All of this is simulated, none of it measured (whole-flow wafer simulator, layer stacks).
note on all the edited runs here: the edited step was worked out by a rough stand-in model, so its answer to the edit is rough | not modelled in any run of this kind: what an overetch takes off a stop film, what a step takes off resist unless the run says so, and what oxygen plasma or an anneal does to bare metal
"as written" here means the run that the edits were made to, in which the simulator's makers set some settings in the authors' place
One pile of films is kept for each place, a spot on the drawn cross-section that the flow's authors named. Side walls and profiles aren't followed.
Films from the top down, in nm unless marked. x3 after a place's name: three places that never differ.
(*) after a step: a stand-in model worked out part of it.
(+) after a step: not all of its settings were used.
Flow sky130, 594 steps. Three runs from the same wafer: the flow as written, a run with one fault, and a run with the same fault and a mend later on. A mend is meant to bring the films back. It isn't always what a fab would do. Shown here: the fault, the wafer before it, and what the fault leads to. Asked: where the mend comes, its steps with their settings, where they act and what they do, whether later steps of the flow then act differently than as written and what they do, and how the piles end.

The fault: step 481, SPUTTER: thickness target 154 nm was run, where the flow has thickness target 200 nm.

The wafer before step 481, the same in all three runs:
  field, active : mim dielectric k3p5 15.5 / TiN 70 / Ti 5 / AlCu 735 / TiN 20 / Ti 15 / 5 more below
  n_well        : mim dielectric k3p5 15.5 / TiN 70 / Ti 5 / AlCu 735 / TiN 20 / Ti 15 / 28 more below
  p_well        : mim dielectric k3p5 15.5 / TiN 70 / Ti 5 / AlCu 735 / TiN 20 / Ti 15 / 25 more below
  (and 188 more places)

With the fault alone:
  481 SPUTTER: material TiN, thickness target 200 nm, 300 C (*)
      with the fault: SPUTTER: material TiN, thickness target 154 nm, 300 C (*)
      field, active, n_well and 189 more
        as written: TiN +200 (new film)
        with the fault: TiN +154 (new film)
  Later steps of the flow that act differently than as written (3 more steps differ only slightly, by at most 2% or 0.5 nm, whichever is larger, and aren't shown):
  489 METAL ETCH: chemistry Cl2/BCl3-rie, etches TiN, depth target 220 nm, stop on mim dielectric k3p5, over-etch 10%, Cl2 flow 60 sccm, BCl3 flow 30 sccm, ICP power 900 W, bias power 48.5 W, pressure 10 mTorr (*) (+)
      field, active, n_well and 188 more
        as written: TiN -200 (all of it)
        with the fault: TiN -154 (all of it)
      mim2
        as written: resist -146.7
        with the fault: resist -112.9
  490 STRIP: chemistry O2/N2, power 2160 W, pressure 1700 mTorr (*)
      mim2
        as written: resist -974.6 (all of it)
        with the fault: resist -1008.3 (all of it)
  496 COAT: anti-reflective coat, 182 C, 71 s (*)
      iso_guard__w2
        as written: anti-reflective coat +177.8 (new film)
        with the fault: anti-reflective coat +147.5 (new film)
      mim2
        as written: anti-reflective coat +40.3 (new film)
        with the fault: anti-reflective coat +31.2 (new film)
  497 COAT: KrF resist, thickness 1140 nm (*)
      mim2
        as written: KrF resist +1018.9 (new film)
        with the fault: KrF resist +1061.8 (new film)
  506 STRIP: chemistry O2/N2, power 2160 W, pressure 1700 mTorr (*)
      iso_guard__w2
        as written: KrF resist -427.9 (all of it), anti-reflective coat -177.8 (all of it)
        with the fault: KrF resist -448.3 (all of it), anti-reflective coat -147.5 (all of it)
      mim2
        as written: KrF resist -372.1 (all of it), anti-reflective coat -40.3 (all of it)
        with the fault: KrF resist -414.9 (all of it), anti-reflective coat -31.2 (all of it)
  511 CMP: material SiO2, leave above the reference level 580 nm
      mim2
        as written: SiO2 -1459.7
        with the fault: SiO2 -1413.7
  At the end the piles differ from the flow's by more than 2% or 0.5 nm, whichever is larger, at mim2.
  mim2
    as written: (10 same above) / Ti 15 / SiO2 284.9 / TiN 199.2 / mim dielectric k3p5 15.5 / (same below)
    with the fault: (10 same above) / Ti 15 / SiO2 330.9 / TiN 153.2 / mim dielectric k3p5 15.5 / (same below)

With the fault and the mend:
  The mend comes after step 481.
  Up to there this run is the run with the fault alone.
  481a SPUTTER: material TiN, thickness target 46 nm, 300 C (*) (the flow's step 481 once more, with other settings)
      field, active, n_well and 189 more
        TiN +46
  No later step of the flow acts differently than as written at any place that is followed.
  At the end the piles are the same as the flow's at every place that both follow.
